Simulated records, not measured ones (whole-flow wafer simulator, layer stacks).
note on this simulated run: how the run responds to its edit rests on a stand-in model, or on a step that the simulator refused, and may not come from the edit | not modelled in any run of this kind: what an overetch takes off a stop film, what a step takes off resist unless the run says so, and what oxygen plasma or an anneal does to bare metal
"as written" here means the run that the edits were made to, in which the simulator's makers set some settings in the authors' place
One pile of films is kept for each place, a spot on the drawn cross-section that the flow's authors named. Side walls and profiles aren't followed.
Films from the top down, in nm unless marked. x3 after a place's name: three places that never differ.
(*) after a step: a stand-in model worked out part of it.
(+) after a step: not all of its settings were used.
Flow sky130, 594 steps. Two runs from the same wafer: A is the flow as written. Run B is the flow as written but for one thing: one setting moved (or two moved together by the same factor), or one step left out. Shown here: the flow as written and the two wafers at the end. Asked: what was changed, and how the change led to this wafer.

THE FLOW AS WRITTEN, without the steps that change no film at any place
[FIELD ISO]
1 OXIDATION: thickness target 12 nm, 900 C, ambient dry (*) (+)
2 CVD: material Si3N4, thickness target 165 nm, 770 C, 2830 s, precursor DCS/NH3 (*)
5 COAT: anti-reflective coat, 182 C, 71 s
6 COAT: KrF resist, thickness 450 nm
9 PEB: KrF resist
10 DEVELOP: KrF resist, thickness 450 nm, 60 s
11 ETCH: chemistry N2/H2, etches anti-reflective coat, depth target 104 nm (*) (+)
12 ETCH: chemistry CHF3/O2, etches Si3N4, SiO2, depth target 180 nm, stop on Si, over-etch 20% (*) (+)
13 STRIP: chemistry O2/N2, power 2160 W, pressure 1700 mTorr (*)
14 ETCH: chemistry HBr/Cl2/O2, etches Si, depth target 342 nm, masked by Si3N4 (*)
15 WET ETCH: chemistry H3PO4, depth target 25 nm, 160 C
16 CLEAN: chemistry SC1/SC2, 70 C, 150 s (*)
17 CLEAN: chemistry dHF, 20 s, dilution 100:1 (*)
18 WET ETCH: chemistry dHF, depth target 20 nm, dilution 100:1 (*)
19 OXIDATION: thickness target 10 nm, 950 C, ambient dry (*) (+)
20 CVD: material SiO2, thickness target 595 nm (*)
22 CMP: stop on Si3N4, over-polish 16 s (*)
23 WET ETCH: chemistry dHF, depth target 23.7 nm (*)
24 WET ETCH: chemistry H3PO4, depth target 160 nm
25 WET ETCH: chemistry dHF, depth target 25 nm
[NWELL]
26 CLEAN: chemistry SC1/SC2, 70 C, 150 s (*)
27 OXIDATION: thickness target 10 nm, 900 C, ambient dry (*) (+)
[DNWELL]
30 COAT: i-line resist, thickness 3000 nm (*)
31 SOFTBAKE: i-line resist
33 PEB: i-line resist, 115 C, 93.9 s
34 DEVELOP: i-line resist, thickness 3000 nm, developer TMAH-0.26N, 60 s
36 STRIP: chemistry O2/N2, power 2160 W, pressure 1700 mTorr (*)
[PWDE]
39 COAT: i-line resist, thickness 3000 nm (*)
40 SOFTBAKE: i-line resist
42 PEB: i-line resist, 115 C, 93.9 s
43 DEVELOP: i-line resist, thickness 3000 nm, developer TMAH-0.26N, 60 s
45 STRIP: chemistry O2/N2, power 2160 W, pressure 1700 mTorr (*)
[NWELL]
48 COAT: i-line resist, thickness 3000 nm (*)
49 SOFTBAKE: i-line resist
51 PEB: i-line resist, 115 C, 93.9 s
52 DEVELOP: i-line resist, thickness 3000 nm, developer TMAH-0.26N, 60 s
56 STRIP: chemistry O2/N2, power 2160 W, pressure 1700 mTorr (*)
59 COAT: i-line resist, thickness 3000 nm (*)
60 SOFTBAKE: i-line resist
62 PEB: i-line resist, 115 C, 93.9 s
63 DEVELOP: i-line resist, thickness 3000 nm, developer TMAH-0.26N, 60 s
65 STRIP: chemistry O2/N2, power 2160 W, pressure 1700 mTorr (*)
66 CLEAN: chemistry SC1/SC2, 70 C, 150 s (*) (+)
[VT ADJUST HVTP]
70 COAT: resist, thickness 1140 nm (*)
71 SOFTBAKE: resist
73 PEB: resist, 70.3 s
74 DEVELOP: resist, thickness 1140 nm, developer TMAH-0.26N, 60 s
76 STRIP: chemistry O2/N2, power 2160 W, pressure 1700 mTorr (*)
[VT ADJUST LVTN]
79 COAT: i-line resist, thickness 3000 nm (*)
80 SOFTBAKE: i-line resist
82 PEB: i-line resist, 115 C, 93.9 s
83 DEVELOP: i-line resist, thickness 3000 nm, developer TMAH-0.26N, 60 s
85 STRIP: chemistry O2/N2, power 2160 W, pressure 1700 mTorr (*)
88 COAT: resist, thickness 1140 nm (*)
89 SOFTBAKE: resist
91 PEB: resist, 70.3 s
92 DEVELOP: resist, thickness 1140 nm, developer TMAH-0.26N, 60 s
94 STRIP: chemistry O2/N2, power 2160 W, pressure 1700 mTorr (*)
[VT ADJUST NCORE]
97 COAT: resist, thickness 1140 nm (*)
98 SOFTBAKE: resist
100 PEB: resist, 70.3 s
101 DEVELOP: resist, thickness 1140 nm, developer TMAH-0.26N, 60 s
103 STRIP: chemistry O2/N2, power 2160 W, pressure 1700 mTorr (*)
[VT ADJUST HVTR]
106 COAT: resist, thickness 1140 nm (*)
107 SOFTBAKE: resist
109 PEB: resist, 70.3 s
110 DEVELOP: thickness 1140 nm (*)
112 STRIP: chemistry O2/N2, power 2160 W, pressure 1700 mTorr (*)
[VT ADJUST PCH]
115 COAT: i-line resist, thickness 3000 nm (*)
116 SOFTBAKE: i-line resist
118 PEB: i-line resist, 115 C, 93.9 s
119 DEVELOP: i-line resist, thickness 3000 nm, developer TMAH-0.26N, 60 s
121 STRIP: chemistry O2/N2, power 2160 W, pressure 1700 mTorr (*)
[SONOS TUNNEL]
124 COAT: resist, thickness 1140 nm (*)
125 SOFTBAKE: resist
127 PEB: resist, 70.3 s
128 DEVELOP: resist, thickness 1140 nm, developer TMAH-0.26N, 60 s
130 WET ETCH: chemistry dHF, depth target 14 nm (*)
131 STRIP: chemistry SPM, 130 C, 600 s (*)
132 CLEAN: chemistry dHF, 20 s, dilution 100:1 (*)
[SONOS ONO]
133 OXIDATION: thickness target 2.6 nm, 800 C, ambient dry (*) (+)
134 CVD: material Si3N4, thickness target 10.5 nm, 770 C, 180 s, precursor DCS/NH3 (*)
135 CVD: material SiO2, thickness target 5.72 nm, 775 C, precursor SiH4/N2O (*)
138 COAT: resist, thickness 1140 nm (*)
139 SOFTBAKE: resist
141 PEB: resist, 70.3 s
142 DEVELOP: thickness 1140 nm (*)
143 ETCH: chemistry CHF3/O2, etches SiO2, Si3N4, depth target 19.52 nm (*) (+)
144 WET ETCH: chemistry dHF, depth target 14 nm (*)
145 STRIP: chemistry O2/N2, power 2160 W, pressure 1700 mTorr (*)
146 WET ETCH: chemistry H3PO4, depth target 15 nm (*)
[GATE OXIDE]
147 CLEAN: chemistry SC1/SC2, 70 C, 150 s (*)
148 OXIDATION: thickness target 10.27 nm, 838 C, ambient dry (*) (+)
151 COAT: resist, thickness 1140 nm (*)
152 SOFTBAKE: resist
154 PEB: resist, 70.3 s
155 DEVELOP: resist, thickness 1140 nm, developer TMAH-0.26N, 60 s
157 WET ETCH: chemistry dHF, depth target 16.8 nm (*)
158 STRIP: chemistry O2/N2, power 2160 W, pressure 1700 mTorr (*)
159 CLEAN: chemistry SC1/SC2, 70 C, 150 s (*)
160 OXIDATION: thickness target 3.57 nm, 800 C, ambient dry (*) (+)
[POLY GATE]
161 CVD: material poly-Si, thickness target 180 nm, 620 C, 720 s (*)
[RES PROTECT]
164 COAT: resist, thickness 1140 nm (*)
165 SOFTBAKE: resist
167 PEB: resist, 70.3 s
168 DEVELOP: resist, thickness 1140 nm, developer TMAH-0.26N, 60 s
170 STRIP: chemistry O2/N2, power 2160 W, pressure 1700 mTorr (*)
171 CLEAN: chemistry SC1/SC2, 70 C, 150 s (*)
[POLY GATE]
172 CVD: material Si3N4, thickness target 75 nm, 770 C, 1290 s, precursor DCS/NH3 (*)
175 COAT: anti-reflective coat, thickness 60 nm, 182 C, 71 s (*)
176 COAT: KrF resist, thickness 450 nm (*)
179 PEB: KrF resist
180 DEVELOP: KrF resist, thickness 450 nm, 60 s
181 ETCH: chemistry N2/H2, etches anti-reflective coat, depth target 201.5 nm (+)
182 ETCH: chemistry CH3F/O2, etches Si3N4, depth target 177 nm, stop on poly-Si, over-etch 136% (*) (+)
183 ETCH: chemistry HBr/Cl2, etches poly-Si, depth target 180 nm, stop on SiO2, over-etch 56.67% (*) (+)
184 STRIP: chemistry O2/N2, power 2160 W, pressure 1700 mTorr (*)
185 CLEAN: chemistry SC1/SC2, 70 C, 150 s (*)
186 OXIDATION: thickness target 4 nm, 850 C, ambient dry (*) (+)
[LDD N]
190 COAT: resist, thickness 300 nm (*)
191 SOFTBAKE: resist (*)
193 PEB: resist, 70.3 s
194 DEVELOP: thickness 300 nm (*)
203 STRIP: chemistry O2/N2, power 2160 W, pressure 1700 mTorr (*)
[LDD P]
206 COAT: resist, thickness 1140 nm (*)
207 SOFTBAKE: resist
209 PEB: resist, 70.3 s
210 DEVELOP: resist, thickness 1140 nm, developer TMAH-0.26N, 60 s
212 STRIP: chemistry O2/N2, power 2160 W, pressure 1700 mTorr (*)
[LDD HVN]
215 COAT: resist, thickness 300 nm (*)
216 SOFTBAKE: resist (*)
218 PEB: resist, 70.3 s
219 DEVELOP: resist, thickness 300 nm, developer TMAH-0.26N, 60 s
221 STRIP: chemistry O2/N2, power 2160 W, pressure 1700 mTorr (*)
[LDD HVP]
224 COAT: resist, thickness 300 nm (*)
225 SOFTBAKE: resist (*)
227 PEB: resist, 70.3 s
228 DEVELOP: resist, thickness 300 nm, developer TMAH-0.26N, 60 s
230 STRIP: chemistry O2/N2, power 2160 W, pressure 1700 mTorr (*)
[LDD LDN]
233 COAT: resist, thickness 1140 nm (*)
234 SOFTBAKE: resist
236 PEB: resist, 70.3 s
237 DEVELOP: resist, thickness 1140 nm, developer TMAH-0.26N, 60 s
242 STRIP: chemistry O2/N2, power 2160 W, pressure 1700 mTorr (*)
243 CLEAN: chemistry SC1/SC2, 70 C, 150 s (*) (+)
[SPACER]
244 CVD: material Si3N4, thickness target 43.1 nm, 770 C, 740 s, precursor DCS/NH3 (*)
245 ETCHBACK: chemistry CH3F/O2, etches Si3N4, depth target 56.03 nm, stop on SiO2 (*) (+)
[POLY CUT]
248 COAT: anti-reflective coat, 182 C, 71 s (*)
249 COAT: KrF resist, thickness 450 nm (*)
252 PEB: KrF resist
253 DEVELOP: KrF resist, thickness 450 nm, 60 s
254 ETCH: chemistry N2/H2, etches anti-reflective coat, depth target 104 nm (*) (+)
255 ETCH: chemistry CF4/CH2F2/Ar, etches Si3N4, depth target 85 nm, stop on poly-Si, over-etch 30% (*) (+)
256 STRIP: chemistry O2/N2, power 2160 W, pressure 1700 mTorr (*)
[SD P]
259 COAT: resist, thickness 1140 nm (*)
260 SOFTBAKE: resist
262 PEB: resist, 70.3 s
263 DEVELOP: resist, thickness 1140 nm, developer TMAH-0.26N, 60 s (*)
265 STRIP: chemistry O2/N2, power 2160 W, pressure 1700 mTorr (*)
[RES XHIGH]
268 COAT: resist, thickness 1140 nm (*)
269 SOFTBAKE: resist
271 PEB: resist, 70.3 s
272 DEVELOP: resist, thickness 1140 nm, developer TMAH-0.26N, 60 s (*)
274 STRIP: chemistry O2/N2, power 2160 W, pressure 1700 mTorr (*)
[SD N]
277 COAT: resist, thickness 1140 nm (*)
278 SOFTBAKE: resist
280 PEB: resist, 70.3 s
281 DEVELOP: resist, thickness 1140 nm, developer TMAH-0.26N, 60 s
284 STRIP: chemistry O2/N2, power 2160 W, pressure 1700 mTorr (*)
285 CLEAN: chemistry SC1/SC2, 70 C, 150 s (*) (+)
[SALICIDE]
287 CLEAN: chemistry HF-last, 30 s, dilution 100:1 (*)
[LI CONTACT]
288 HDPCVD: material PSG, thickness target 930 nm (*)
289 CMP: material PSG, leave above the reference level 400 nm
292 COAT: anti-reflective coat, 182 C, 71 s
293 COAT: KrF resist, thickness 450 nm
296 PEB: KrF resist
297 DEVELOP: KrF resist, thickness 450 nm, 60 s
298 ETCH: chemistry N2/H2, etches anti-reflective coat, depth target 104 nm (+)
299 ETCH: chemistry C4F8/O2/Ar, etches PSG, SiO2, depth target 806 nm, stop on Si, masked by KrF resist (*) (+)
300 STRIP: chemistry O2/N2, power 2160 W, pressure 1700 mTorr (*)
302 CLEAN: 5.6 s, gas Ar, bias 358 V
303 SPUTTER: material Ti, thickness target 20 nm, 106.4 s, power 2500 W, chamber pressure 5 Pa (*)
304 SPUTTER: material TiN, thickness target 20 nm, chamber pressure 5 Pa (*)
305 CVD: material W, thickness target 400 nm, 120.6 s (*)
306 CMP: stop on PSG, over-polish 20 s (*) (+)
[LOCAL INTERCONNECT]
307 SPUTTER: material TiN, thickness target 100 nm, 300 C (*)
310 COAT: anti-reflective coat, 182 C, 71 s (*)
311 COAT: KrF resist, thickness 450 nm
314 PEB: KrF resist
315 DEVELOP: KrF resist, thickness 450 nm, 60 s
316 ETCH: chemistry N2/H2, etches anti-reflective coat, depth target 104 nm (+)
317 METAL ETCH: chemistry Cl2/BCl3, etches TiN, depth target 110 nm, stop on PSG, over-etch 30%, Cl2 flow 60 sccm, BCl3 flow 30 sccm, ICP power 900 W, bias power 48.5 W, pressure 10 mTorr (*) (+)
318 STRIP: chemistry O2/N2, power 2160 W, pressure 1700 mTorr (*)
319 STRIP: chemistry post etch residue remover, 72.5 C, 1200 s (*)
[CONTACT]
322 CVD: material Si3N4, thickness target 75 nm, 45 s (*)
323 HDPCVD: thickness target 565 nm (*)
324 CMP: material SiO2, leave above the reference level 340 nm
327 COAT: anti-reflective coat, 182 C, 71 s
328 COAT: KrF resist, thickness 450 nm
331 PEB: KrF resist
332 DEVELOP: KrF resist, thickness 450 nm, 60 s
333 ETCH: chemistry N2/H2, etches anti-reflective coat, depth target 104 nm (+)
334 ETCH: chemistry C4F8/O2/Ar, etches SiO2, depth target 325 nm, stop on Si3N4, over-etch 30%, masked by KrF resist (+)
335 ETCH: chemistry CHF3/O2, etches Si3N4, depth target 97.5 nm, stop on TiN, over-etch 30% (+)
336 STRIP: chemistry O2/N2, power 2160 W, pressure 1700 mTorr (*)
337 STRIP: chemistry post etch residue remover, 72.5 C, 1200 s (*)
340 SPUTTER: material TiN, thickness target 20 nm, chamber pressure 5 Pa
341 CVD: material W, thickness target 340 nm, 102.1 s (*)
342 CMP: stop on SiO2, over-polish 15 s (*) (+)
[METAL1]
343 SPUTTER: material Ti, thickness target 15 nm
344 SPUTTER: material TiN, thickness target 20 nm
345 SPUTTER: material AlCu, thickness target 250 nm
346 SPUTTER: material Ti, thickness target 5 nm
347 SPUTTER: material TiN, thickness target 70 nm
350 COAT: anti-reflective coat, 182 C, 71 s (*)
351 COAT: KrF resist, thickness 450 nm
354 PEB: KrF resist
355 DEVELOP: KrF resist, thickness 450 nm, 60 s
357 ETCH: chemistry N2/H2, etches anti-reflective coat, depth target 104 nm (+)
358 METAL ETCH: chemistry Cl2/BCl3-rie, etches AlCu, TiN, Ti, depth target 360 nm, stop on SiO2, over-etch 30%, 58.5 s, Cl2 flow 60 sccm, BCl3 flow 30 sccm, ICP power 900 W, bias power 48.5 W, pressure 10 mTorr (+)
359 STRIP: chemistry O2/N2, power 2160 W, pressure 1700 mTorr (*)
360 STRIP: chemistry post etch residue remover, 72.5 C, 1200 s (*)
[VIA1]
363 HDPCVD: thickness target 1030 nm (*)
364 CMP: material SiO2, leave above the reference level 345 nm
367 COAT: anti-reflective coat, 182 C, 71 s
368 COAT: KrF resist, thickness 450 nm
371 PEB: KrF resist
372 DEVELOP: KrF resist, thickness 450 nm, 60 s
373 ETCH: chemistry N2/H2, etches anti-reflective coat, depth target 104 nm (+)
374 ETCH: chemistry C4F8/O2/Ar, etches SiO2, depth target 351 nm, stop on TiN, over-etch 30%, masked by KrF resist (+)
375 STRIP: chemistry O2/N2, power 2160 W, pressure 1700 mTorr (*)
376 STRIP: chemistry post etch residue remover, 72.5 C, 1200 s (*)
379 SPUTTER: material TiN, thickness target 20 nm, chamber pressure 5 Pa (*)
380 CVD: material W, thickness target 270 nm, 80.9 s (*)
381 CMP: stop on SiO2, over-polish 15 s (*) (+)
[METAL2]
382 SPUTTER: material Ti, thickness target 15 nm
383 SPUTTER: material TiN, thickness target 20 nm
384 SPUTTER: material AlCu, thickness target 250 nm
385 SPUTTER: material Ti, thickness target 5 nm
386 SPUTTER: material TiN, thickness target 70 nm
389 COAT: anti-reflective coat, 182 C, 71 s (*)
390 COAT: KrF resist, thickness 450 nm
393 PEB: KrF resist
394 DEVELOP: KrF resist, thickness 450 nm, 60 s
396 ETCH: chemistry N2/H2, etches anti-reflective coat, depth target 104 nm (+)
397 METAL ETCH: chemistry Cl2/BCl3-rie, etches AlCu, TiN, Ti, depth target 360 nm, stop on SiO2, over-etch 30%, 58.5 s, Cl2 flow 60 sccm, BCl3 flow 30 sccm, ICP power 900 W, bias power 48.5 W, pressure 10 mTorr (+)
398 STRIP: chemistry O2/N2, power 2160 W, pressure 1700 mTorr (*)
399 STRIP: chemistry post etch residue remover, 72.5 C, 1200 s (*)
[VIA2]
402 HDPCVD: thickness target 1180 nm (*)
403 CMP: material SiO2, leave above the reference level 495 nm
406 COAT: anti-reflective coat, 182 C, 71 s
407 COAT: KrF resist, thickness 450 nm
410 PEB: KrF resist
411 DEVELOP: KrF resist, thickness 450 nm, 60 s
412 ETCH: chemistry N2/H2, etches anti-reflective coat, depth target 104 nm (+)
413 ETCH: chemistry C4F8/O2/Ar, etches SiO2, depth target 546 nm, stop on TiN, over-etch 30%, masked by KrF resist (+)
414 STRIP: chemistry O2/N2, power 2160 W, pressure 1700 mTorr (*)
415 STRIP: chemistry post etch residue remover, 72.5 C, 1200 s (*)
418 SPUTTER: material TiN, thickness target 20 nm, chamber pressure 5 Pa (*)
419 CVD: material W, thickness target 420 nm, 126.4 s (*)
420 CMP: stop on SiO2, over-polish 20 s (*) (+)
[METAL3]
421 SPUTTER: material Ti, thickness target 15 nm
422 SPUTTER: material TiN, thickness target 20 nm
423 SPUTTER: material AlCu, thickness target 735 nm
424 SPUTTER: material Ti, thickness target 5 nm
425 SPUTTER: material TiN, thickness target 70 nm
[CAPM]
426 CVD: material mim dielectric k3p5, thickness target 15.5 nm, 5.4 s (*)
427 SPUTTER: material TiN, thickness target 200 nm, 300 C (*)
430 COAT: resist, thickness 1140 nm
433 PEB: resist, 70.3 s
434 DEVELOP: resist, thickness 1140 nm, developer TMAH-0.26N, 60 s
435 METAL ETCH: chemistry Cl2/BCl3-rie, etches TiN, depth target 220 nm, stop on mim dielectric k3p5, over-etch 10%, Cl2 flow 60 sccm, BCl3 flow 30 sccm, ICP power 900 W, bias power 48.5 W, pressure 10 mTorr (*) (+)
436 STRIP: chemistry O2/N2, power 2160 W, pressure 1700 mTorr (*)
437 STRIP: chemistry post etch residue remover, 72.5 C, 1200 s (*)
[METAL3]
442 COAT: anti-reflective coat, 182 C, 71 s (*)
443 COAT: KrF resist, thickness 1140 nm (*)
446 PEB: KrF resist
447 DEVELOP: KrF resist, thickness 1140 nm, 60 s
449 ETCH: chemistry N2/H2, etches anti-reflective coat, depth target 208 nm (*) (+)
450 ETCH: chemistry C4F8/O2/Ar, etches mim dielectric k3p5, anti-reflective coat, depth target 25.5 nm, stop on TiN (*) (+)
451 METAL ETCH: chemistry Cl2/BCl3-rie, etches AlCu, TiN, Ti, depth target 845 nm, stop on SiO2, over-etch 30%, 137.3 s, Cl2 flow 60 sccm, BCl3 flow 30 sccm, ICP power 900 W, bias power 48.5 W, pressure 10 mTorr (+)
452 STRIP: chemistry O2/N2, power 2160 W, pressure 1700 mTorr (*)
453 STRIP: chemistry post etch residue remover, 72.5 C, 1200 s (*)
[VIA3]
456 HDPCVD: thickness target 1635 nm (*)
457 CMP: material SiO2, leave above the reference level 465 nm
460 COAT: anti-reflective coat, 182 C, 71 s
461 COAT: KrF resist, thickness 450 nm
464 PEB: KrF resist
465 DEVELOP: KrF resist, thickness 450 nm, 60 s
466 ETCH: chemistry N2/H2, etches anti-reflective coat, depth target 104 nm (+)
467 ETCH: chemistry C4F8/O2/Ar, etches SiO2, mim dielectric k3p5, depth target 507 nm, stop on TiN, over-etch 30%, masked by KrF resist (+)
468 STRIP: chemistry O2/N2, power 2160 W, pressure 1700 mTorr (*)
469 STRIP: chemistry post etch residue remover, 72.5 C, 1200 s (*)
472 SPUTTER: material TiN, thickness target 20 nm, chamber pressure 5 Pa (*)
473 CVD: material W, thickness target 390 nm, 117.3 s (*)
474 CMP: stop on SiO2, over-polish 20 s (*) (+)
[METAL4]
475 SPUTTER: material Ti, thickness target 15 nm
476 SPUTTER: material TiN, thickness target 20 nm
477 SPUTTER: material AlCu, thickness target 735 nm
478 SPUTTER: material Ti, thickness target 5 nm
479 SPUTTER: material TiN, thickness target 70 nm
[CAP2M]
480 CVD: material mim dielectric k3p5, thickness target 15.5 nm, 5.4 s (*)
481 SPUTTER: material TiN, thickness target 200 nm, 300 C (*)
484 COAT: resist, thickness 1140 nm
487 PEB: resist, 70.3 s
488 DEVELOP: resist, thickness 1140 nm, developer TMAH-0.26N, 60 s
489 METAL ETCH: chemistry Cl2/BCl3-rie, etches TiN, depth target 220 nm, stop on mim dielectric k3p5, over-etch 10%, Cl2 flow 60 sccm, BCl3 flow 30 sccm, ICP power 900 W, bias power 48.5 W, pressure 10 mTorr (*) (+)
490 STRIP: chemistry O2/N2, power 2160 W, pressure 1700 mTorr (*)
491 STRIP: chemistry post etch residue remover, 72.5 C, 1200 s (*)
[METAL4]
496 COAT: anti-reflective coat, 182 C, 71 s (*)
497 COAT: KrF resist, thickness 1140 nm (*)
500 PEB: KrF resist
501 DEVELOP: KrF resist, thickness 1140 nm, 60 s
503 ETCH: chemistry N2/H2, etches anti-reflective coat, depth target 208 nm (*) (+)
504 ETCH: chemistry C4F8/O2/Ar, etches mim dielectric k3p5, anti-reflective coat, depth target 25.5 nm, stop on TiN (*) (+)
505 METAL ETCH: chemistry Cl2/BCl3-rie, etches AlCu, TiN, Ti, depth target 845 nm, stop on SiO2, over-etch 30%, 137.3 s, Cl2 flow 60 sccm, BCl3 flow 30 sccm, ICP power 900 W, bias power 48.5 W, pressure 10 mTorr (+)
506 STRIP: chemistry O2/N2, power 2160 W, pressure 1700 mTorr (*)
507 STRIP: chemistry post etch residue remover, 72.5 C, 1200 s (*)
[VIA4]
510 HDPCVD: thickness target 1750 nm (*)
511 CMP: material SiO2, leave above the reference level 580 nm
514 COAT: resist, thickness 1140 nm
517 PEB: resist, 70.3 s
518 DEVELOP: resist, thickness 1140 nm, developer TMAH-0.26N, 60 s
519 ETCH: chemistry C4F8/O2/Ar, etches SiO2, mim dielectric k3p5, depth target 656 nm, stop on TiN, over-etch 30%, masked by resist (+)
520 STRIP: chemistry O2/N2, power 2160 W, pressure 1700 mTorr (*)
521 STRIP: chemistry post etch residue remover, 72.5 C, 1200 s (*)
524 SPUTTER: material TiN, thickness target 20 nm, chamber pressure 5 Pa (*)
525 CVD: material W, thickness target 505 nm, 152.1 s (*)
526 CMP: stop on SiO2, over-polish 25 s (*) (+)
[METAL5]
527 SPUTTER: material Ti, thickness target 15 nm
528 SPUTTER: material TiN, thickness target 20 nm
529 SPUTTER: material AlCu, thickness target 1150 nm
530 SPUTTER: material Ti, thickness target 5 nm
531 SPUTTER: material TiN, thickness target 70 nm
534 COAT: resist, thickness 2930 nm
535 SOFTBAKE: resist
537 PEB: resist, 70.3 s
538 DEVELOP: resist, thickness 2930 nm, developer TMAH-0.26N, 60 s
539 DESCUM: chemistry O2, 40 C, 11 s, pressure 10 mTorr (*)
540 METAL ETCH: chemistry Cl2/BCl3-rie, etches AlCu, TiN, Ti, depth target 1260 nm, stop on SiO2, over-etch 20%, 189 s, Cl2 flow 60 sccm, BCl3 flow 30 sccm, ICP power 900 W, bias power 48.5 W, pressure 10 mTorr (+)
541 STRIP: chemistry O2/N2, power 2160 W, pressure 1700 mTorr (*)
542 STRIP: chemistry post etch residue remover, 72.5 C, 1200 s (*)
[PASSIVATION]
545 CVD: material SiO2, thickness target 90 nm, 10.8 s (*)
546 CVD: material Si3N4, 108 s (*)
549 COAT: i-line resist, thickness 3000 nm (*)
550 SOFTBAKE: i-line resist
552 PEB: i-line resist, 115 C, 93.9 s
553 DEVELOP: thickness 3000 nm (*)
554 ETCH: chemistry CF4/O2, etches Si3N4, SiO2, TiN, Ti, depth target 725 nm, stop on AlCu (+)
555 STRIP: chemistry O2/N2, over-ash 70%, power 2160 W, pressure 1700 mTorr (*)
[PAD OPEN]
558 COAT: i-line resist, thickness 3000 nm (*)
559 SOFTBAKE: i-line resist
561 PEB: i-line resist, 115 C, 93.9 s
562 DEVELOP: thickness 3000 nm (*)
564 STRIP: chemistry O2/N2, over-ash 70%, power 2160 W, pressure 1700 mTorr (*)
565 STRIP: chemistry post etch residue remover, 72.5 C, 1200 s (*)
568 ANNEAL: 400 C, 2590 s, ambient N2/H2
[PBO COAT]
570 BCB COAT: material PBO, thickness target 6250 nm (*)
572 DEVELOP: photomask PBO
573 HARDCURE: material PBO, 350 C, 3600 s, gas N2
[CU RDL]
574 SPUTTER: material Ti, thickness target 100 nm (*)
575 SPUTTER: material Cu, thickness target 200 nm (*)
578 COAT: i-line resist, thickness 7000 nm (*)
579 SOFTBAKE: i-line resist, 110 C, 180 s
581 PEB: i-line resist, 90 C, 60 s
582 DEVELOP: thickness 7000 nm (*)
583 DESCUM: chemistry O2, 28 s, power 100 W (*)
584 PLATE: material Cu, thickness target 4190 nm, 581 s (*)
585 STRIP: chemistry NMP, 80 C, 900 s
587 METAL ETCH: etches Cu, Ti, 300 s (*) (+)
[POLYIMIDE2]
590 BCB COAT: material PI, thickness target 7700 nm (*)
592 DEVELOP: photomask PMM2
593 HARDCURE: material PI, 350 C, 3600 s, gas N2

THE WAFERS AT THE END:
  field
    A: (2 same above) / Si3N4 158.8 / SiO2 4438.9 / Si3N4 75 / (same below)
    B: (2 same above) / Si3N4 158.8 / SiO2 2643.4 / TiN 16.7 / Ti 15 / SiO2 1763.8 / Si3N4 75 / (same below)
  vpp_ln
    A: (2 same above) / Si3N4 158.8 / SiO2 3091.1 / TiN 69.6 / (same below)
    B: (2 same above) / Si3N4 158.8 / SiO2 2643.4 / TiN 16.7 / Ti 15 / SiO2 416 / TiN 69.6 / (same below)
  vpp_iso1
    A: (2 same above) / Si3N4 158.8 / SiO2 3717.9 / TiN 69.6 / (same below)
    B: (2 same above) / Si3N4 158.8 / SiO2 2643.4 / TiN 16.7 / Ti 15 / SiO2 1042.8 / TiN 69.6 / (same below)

The cause: step 451, METAL ETCH: depth target 625.3 nm was run, where the flow has depth target 845 nm; step 451, METAL ETCH: 101.6 s was run, where the flow has 137.3 s.

How the change led to this, step by step:
  451 METAL ETCH: chemistry Cl2/BCl3-rie, etches AlCu, TiN, Ti, depth target 845 nm, stop on SiO2, over-etch 30%, 137.3 s, Cl2 flow 60 sccm, BCl3 flow 30 sccm, ICP power 900 W, bias power 48.5 W, pressure 10 mTorr (+)
      field, gate, spacer and 68 more: A TiN -70 (all of it), Ti -5 (all of it), AlCu -735 (all of it), TiN -20 (all of it), Ti -15 (all of it), SiO2 -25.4 | B TiN -70 (all of it), Ti -5 (all of it), AlCu -735 (all of it), TiN -2.89
      active, vpp_ln, vpp_iso2 and 11 more: A TiN -70 (all of it), Ti -5 (all of it), AlCu -735 (all of it), TiN -20 (all of it), Ti -15 (all of it), SiO2 -25.3 | B TiN -70 (all of it), Ti -5 (all of it), AlCu -735 (all of it), TiN -2.89
      (and at 107 more places)
  452 STRIP: chemistry O2/N2, power 2160 W, pressure 1700 mTorr (*)
      n_well, p_well, gate_hv and 82 more: A KrF resist -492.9 (all of it), anti-reflective coat -80 (all of it) | B KrF resist -635.7 (all of it), anti-reflective coat -80 (all of it)
      m1, via2_hole: A KrF resist -493 (all of it), anti-reflective coat -80.5 (all of it) | B KrF resist -635.8 (all of it), anti-reflective coat -80.5 (all of it)
      (and at 20 more places)
  456 HDPCVD: thickness target 1635 nm (*)
      field, active, gate and 82 more: A SiO2 +1635 | B SiO2 +1635 (new film)
  457 CMP: material SiO2, leave above the reference level 465 nm
      field, active, gate and 82 more: A SiO2 -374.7 | B SiO2 -431.7
Counting metal films that touch as one body, field has 1 body; the flow as written gives 0 bodies.
Counting metal films that touch as one body, vpp_ln has 3 bodies (between them, from the top down: SiO2 416; SiO2 267.2); the flow as written gives 2 bodies (between them, from the top down: SiO2 267.2).
Counting metal films that touch as one body, vpp_iso1 has 2 bodies (between them, from the top down: SiO2 1042.8); the flow as written gives 1 body.
